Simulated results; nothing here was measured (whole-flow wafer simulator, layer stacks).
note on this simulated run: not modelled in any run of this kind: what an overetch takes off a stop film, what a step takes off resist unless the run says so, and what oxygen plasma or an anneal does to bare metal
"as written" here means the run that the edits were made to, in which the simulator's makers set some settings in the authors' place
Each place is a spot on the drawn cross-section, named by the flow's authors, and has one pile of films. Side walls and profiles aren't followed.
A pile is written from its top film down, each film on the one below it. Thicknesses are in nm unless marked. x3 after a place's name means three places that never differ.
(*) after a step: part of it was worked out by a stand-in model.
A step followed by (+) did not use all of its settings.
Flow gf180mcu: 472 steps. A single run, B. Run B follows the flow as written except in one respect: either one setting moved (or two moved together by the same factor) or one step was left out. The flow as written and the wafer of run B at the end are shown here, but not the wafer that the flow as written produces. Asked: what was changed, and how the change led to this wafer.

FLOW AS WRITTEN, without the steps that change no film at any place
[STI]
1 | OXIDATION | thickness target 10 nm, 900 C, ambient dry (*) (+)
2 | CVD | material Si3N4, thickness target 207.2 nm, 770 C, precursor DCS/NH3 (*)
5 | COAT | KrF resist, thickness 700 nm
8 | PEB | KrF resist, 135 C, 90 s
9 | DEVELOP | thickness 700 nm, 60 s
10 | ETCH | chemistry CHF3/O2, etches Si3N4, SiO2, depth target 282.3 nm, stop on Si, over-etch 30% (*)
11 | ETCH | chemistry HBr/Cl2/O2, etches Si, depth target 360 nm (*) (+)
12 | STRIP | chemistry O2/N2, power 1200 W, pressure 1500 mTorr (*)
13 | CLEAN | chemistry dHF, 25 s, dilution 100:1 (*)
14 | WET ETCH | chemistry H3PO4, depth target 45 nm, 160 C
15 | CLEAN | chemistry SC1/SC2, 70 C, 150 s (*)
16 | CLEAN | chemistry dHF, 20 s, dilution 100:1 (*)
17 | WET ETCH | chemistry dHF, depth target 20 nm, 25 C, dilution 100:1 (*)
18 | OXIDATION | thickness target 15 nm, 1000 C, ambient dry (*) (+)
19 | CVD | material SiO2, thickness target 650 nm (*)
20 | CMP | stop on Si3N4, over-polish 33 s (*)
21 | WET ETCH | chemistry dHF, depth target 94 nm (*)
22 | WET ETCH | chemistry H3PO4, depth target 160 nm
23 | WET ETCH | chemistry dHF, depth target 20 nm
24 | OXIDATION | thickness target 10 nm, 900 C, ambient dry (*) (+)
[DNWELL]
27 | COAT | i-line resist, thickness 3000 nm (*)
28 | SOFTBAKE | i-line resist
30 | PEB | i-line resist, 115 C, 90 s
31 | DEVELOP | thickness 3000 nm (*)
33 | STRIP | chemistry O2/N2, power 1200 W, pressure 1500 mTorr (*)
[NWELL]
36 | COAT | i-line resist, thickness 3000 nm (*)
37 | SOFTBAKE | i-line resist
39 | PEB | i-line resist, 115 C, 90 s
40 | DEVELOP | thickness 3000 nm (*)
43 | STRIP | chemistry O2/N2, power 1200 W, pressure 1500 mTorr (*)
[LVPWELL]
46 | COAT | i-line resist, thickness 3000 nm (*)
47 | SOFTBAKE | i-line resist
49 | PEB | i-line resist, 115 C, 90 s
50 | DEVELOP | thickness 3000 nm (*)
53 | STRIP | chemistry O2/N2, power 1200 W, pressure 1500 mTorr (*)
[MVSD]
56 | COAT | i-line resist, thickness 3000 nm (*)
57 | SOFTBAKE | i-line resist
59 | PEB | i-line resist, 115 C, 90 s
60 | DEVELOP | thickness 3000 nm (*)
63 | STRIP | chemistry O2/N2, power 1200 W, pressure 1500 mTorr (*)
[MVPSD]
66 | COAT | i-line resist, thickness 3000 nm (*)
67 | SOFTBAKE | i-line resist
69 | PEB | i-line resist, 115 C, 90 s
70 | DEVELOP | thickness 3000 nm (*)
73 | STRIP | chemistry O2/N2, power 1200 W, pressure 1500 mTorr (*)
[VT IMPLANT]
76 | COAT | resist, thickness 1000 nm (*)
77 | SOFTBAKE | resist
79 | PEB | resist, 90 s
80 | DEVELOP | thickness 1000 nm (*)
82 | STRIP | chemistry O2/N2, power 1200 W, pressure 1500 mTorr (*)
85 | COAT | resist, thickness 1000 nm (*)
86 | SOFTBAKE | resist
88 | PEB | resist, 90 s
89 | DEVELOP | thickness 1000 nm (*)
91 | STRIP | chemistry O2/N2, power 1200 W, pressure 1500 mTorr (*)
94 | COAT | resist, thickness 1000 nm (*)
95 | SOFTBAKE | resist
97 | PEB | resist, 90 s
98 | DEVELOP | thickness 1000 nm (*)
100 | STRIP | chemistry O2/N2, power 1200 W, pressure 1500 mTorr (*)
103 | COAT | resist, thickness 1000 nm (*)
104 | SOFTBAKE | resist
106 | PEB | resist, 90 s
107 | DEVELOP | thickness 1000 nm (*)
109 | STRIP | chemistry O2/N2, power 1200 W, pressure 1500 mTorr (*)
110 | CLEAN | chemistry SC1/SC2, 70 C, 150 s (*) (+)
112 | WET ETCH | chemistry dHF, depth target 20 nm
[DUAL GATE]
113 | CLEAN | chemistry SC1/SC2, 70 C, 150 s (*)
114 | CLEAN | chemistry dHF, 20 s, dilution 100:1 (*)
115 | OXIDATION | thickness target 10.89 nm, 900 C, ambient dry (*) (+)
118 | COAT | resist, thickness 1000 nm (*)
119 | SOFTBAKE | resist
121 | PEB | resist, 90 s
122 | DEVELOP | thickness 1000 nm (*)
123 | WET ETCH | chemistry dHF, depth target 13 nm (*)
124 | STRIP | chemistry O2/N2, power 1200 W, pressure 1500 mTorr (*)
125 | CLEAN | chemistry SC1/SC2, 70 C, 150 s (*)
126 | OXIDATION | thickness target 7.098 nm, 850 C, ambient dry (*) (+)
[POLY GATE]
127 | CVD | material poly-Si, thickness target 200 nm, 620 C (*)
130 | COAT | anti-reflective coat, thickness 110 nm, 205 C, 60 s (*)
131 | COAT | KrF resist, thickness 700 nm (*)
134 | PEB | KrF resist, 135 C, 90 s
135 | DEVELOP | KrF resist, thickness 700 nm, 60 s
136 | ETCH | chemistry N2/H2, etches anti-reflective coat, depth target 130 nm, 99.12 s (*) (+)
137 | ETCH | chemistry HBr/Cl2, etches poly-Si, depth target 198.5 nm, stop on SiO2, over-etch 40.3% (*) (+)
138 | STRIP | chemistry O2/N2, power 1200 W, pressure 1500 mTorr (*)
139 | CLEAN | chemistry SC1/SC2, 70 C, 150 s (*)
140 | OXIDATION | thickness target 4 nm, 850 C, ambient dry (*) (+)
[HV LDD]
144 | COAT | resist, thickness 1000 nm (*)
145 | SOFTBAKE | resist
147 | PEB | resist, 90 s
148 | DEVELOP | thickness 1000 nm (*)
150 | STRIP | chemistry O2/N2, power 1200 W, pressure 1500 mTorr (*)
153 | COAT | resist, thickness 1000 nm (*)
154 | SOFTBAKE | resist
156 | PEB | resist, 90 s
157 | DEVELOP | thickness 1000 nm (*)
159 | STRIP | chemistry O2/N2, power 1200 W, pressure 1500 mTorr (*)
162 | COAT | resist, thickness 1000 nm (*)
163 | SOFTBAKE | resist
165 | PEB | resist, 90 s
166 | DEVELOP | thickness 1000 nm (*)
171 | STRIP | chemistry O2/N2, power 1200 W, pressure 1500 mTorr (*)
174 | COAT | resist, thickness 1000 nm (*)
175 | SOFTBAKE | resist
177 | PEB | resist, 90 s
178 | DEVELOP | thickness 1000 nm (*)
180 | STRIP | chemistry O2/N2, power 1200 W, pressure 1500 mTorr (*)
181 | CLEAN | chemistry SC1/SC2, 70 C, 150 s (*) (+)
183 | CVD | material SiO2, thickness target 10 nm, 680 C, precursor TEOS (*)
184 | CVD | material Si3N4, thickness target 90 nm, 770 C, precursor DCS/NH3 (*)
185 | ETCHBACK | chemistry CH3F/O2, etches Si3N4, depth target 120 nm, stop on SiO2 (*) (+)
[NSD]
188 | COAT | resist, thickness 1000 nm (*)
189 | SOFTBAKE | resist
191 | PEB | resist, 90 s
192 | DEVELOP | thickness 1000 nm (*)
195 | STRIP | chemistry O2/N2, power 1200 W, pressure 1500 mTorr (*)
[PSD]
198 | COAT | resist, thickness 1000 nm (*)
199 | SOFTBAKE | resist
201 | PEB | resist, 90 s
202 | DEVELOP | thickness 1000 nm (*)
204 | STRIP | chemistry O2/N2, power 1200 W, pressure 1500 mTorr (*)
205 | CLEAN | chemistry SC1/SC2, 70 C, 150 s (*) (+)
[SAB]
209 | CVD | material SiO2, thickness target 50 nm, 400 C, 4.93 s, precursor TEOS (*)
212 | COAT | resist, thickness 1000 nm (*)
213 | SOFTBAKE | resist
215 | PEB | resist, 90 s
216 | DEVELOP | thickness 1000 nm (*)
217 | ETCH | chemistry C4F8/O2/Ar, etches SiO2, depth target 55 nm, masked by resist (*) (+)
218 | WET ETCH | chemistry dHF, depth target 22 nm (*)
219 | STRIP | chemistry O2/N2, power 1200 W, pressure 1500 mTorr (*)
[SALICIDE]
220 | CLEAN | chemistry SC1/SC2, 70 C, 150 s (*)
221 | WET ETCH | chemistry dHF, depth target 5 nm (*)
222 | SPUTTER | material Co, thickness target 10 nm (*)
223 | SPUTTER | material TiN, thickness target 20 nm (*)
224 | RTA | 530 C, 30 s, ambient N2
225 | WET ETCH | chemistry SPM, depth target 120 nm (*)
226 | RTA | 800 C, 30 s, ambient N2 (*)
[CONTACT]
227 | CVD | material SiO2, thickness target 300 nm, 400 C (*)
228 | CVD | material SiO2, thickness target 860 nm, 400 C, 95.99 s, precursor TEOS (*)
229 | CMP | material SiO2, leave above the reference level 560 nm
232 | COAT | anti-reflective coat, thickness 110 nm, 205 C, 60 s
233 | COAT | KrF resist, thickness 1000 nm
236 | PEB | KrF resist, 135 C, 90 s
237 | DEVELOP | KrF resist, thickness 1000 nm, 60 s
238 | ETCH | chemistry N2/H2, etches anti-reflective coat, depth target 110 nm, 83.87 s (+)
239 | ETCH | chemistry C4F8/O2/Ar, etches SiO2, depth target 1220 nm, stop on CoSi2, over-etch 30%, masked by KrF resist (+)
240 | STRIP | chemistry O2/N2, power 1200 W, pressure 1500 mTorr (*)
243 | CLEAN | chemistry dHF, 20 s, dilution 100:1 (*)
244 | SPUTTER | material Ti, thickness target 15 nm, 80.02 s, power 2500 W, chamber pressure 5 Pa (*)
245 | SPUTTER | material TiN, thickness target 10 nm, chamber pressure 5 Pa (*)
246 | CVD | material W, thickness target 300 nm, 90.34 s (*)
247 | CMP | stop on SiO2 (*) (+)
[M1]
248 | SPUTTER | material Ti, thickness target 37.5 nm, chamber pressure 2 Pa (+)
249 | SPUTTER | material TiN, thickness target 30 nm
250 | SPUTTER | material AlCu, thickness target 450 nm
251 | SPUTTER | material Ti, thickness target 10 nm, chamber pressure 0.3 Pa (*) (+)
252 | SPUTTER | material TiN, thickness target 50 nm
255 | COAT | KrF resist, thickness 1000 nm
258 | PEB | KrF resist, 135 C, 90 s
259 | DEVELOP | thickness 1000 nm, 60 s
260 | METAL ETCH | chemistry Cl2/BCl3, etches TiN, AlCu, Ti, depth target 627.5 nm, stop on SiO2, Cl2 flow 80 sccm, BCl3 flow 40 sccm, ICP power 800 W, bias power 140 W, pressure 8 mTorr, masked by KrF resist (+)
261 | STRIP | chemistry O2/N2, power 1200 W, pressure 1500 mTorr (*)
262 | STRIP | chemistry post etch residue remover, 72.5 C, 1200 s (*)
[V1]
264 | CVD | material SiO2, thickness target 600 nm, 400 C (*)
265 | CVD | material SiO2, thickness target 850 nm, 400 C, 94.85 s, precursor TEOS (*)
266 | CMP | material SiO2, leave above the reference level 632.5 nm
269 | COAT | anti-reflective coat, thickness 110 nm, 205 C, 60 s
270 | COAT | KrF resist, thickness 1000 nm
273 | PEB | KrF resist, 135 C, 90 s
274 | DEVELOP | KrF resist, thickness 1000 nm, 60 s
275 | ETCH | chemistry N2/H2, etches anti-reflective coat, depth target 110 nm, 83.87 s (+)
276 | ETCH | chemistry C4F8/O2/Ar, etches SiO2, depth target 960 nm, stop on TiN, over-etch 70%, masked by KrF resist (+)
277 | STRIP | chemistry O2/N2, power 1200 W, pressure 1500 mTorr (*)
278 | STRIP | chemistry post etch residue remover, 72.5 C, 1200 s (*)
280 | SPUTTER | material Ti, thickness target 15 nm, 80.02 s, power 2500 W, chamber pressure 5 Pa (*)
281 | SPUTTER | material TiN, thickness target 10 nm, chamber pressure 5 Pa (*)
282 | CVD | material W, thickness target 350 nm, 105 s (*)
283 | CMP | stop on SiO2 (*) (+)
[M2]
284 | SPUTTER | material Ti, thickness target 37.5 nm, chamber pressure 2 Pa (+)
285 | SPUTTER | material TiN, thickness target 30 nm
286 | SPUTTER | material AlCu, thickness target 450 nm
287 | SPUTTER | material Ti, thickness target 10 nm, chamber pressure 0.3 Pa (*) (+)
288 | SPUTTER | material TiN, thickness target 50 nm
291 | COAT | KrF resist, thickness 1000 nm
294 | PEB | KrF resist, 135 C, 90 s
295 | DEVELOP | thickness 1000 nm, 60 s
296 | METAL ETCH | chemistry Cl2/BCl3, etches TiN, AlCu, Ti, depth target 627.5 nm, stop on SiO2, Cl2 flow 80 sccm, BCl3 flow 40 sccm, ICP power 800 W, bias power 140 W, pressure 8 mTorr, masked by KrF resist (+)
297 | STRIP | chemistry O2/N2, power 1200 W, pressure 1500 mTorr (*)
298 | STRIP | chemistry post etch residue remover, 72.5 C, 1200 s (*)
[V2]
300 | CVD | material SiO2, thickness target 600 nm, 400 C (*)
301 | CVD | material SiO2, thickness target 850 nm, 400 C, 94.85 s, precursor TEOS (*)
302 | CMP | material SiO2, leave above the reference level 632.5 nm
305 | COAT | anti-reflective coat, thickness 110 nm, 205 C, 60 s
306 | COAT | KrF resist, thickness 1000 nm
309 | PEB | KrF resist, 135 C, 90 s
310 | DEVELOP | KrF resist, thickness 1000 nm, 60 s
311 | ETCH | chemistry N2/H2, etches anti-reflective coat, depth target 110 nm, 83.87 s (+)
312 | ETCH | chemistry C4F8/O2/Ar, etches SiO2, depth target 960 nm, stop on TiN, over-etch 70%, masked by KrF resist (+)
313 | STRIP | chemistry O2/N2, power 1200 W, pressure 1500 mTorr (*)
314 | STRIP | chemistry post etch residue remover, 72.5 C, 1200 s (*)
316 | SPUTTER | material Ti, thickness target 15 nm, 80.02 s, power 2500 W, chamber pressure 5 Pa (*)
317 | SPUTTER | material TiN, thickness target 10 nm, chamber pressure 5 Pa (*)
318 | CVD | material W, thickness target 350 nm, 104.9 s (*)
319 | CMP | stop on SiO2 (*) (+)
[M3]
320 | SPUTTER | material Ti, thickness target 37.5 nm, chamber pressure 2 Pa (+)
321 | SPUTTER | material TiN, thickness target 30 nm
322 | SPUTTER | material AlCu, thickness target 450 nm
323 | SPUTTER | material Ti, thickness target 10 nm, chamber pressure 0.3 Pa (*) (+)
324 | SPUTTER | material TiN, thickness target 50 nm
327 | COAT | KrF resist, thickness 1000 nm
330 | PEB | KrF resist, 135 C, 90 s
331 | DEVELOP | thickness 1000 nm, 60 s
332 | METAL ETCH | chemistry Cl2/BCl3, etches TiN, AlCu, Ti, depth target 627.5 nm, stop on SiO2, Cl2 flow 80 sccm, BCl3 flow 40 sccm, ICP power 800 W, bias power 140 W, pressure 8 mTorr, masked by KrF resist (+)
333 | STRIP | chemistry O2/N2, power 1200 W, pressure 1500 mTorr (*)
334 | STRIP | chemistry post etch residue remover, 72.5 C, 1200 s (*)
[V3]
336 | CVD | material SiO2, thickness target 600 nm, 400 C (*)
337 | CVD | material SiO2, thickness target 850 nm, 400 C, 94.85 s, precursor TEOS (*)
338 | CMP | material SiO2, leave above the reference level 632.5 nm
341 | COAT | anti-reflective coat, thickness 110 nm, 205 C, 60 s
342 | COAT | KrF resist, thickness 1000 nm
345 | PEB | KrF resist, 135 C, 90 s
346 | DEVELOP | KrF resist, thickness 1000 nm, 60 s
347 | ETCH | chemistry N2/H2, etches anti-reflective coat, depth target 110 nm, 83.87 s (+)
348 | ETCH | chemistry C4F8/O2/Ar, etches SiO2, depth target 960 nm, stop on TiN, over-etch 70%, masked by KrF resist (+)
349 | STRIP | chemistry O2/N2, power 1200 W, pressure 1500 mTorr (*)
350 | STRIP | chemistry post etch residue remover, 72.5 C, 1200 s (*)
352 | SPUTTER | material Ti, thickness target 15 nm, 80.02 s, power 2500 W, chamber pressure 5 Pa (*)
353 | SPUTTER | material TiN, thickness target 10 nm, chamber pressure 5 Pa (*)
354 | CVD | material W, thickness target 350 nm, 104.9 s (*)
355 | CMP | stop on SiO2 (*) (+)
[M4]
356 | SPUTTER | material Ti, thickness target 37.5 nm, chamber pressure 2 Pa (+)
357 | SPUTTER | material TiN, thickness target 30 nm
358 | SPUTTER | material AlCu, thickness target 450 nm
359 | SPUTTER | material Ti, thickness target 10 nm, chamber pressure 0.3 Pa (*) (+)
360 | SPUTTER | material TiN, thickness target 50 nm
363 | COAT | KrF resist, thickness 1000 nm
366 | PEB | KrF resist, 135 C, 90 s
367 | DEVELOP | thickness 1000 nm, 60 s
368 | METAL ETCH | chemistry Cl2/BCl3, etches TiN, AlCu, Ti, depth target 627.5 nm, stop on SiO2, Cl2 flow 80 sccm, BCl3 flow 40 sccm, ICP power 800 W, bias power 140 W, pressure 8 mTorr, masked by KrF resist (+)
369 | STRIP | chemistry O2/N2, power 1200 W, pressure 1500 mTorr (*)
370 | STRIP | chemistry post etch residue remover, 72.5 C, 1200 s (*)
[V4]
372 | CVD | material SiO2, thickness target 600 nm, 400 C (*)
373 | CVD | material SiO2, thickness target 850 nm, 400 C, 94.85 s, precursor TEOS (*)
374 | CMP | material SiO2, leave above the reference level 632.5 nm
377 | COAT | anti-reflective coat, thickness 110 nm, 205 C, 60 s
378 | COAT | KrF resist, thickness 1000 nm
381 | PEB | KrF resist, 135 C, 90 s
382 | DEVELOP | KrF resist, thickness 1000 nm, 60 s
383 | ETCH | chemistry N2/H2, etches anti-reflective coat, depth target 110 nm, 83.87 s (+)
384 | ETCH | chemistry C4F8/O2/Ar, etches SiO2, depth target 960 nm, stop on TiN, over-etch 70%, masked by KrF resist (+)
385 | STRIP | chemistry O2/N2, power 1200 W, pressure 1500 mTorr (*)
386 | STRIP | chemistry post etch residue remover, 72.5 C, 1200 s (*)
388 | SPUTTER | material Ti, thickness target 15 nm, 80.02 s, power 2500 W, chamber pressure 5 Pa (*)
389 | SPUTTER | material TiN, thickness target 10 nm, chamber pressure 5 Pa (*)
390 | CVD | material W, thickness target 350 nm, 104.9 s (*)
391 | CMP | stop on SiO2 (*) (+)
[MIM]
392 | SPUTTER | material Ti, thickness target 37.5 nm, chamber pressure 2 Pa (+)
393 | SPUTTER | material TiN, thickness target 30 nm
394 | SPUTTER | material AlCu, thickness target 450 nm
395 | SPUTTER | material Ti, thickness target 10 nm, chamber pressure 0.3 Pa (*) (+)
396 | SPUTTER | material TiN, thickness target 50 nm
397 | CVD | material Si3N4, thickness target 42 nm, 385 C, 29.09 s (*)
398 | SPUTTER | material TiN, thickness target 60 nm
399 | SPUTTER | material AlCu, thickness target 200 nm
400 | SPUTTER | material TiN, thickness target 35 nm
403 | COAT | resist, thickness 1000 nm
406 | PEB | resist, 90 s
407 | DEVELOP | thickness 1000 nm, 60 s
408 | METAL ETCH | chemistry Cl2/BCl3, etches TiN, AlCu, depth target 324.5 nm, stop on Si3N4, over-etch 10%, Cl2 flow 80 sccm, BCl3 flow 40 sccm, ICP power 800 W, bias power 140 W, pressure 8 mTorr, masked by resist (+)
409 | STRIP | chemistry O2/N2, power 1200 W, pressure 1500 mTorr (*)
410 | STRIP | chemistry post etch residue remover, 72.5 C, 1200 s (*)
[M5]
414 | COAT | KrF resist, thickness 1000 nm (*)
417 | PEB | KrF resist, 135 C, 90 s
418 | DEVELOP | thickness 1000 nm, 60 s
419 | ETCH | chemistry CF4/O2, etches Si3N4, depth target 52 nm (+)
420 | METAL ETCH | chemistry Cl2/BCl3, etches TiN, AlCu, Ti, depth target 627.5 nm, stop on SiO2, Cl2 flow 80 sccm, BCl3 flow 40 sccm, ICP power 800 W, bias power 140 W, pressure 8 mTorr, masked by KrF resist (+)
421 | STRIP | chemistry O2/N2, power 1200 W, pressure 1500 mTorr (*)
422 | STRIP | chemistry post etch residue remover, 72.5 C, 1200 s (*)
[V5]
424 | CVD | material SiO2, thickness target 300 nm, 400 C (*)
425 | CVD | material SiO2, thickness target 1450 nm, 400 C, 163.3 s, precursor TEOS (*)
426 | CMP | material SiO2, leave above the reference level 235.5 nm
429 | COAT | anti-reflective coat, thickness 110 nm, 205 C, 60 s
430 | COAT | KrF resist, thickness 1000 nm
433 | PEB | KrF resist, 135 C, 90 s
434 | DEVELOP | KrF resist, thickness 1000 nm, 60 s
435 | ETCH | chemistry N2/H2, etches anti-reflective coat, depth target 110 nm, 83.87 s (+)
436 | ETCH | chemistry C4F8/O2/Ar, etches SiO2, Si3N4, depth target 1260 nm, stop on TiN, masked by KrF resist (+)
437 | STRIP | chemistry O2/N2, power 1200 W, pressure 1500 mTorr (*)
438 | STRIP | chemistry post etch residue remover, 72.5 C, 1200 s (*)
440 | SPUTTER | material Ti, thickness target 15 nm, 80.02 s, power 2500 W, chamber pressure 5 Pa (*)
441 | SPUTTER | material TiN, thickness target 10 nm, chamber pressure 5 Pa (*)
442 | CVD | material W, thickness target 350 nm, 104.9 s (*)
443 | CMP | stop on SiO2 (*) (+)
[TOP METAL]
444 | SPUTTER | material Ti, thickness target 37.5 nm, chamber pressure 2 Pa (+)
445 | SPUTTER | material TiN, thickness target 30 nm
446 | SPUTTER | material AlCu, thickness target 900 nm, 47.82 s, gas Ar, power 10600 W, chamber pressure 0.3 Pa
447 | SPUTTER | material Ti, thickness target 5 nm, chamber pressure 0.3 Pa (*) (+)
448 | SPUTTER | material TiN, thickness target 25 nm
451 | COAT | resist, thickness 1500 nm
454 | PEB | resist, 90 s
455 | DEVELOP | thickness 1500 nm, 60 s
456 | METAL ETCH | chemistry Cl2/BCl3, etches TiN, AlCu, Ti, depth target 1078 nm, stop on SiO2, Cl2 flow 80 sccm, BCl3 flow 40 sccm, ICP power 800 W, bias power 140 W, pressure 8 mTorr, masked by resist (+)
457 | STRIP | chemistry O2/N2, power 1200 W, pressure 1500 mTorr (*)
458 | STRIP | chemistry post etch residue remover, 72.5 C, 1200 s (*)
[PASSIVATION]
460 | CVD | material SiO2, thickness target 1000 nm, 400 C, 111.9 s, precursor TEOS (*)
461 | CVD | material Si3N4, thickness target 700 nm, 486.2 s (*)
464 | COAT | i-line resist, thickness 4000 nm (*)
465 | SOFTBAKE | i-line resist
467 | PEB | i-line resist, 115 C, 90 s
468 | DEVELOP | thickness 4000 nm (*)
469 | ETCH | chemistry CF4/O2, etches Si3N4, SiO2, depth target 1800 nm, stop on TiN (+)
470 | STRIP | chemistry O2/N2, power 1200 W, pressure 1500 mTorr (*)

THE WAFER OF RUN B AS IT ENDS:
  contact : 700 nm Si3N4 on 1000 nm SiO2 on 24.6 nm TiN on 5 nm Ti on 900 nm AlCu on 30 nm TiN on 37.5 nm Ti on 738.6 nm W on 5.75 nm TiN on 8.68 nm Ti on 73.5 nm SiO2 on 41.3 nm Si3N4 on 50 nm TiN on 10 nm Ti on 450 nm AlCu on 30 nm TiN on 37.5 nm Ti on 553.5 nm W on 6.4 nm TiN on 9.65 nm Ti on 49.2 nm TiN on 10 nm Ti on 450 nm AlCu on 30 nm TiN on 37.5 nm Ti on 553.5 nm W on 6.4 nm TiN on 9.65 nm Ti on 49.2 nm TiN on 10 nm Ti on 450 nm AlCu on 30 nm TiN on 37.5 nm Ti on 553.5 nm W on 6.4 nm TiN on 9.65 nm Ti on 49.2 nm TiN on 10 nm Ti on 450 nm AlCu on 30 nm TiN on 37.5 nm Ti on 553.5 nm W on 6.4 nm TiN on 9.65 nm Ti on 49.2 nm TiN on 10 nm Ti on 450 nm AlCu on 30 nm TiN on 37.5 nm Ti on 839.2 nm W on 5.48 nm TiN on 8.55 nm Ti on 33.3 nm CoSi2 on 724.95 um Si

What caused this: step 436, ETCH: depth target 756 nm was run, whereas the flow has depth target 1260 nm.

Step by step, how the change led to this:
  436 | ETCH | chemistry C4F8/O2/Ar, etches SiO2, Si3N4, depth target 1260 nm, stop on TiN, masked by KrF resist (+)
      contact: -756 SiO2 (it would be, as written: -829.5 SiO2 (all of it), -41.3 Si3N4 (all of it))
      field, field__w1, field__w2 and 108 more: -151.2 KrF resist (it would be, as written: -252 KrF resist)
  437 | STRIP | chemistry O2/N2, power 1200 W, pressure 1500 mTorr (*)
      field, field__w1, field__w2 and 108 more: -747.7 KrF resist (all of it), -110 anti-reflective coat (all of it) (it would be, as written: -646.9 KrF resist (all of it), -110 anti-reflective coat (all of it))
  440 | SPUTTER | material Ti, thickness target 15 nm, 80.02 s, power 2500 W, chamber pressure 5 Pa (*)
      contact: +8.68 Ti (new film) (it would be, as written: +8.12 Ti (new film))
  442 | CVD | material W, thickness target 350 nm, 104.9 s (*)
      contact: +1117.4 W (new film) (it would be, as written: +1233.6 W (new film))
If metal films that touch count as one body, contact has 2 bodies (between them, from the top down: SiO2 73.5 / Si3N4 41.3); the flow as written gives 1 body.
